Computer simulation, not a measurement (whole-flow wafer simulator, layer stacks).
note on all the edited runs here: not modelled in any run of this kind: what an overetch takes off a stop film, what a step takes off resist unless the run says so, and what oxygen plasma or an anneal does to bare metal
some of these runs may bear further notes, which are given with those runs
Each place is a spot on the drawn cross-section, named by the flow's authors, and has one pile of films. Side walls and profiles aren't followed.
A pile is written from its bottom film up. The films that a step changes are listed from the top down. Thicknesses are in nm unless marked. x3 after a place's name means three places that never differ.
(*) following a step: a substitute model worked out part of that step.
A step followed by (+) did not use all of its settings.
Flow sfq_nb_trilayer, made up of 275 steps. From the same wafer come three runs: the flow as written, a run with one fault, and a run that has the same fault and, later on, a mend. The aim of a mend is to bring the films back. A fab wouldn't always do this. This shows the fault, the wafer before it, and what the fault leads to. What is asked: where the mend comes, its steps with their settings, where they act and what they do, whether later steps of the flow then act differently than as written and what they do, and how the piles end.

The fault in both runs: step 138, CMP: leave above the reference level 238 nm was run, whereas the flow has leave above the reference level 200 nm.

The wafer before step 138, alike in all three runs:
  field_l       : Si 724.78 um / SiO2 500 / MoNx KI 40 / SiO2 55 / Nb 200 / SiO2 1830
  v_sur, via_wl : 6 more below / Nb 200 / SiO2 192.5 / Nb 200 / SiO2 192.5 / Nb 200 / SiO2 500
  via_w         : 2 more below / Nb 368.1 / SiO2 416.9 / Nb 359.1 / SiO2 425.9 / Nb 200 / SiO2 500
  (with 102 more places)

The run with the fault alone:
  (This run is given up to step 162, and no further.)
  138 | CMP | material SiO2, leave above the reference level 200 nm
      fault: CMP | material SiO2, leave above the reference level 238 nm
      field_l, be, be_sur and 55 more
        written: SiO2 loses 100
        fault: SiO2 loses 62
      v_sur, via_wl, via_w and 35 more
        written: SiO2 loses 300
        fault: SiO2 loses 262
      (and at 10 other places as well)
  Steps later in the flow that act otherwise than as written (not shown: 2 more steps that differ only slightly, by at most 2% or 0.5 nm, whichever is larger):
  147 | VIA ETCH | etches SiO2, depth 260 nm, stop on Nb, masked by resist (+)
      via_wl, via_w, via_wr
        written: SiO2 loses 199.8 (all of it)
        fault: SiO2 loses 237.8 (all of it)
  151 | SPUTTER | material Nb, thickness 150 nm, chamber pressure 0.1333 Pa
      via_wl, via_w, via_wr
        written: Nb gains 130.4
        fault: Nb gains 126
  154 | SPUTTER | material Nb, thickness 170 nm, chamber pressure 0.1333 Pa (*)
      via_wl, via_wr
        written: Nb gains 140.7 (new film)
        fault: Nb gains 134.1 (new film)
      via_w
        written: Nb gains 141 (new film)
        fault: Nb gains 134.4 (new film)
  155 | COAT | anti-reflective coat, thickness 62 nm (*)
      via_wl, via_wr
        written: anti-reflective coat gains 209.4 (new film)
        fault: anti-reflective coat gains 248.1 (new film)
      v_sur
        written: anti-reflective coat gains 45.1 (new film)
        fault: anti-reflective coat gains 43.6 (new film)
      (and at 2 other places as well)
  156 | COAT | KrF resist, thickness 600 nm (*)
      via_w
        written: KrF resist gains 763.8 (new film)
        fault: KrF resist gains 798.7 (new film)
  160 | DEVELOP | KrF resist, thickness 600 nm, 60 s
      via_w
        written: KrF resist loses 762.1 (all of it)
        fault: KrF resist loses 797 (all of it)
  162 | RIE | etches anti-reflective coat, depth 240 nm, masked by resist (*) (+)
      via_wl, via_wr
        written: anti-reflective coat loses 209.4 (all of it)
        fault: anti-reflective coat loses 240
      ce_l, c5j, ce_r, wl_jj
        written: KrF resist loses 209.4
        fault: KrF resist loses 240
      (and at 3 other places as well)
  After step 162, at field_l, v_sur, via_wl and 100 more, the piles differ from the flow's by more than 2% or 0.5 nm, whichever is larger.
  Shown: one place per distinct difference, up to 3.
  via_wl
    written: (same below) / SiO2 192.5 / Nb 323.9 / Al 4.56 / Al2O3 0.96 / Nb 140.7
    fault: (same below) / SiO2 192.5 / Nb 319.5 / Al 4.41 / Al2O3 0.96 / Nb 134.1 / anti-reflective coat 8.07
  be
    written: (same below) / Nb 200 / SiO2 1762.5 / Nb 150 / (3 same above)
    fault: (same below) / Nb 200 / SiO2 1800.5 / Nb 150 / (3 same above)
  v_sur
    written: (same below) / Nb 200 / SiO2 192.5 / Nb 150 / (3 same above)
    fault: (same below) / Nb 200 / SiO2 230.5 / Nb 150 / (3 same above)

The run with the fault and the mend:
  The mend follows step 139.
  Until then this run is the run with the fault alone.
  139a | CMP | material SiO2, leave above the reference level 200 nm (a further turn of the flow's step 138)
      field_l, v_sur, via_wl and 103 more
        SiO2 loses 38
  Every later step of the flow that is run acts as written at every place that is followed.
  The piles end the same as the flow's at every place that both follow.
